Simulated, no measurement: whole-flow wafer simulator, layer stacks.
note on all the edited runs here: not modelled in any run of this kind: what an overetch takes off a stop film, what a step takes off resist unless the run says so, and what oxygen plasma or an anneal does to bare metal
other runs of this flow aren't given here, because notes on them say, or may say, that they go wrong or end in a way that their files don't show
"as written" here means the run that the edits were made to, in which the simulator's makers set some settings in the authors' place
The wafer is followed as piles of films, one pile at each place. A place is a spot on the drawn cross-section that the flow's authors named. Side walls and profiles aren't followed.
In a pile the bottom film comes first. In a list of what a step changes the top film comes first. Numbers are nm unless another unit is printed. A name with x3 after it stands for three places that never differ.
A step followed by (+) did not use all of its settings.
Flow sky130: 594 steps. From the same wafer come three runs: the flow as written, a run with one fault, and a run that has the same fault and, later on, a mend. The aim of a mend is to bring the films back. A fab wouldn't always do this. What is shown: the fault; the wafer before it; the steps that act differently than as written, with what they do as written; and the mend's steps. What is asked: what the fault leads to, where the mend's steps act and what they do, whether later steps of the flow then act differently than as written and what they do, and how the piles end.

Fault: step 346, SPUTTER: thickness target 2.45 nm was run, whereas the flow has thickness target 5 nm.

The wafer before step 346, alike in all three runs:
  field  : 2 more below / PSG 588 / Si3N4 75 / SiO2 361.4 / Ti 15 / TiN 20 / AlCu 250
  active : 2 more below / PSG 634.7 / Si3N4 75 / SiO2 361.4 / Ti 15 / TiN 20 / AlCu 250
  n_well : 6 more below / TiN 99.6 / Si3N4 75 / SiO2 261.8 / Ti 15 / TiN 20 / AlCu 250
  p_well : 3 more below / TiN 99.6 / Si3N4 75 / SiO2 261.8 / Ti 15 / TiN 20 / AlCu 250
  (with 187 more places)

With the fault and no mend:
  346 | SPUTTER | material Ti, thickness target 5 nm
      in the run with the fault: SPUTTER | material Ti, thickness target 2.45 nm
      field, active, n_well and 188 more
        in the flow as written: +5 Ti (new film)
        in the run with the fault: +2.45 Ti (new film)
  Later steps of the flow acting differently than as written (19 more steps, not shown, differ only slightly: by at most 2% or 0.5 nm, whichever is larger):
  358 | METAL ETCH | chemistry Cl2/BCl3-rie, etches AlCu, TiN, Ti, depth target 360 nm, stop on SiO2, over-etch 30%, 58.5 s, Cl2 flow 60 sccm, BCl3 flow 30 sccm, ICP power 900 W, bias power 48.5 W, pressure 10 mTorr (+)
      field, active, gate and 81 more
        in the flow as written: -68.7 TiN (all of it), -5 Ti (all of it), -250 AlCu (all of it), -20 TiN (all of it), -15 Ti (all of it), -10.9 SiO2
        in the run with the fault: -68.7 TiN (all of it), -2.45 Ti (all of it), -250 AlCu (all of it), -20 TiN (all of it), -15 Ti (all of it), -11.2 SiO2
  By the end, the piles at n_well, p_well, gate_hv and 104 more depart from the flow's by more than 2% or 0.5 nm, whichever is larger.
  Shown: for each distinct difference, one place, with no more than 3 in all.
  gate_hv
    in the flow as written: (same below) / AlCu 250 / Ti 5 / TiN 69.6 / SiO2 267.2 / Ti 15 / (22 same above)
    in the run with the fault: (same below) / AlCu 250 / Ti 2.45 / TiN 69.6 / SiO2 269.8 / Ti 15 / (22 same above)
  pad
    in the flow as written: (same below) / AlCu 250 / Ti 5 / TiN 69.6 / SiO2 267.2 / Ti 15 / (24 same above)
    in the run with the fault: (same below) / AlCu 250 / Ti 2.45 / TiN 69.6 / SiO2 269.8 / Ti 15 / (24 same above)
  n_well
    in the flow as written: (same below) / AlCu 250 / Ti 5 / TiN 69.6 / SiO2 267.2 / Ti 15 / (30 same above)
    in the run with the fault: (same below) / AlCu 250 / Ti 2.45 / TiN 69.6 / SiO2 269.8 / Ti 15 / (30 same above)

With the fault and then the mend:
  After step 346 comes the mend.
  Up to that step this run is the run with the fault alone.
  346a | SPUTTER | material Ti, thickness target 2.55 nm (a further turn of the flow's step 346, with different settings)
      field, active, n_well and 188 more
        +2.55 Ti
  Every later step of the flow that is run acts as written at every place that is followed.
  The piles end the same as the flow's at every place that both follow.
